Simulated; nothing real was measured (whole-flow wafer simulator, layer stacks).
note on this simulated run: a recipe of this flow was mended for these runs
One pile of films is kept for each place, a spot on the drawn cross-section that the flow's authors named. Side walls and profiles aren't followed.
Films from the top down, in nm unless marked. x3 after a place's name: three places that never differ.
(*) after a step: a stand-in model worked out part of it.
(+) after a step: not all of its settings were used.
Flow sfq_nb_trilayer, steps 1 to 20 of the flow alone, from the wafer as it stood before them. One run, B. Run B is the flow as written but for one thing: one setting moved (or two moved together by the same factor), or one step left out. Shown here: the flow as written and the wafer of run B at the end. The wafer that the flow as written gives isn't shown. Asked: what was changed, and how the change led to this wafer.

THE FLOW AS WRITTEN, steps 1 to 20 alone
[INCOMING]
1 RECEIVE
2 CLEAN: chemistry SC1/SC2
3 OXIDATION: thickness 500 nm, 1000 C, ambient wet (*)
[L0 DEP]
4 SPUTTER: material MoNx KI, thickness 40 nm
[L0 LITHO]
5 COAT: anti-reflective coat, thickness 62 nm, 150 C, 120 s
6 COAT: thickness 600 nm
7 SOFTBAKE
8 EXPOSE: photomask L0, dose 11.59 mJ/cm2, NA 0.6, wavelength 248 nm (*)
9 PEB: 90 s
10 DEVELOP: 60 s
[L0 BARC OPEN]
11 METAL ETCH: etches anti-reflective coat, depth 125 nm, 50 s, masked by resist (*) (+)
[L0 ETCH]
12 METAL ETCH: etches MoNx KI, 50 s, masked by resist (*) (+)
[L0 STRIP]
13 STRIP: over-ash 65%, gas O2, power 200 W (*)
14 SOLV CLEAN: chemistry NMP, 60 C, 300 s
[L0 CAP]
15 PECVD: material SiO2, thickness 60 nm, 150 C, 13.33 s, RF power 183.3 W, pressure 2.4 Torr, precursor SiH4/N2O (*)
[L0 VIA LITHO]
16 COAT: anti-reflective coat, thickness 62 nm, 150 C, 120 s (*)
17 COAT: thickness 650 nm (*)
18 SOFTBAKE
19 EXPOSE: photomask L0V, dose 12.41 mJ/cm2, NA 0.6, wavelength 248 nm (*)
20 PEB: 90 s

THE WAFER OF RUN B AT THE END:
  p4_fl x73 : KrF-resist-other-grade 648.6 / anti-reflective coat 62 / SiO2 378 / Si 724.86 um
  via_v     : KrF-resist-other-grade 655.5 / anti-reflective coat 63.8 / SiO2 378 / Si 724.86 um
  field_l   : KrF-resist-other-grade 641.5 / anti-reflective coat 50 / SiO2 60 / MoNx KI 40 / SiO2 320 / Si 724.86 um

The cause: step 3, OXIDATION: thickness 320 nm was run, where the flow has thickness 500 nm.
It can be read off the wafer: field_l has SiO2 320, and step 3 as written asks for 500 nm.

How the change led to this, step by step:
  3 OXIDATION: thickness 500 nm, 1000 C, ambient wet (*)
      field_l, v_sur, via_wl and 103 more: SiO2 +320 (new film), chemical SiO2 -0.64 (all of it), Si -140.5 (as written it would be: SiO2 +500 (new film), chemical SiO2 -0.64 (all of it), Si -219.7)
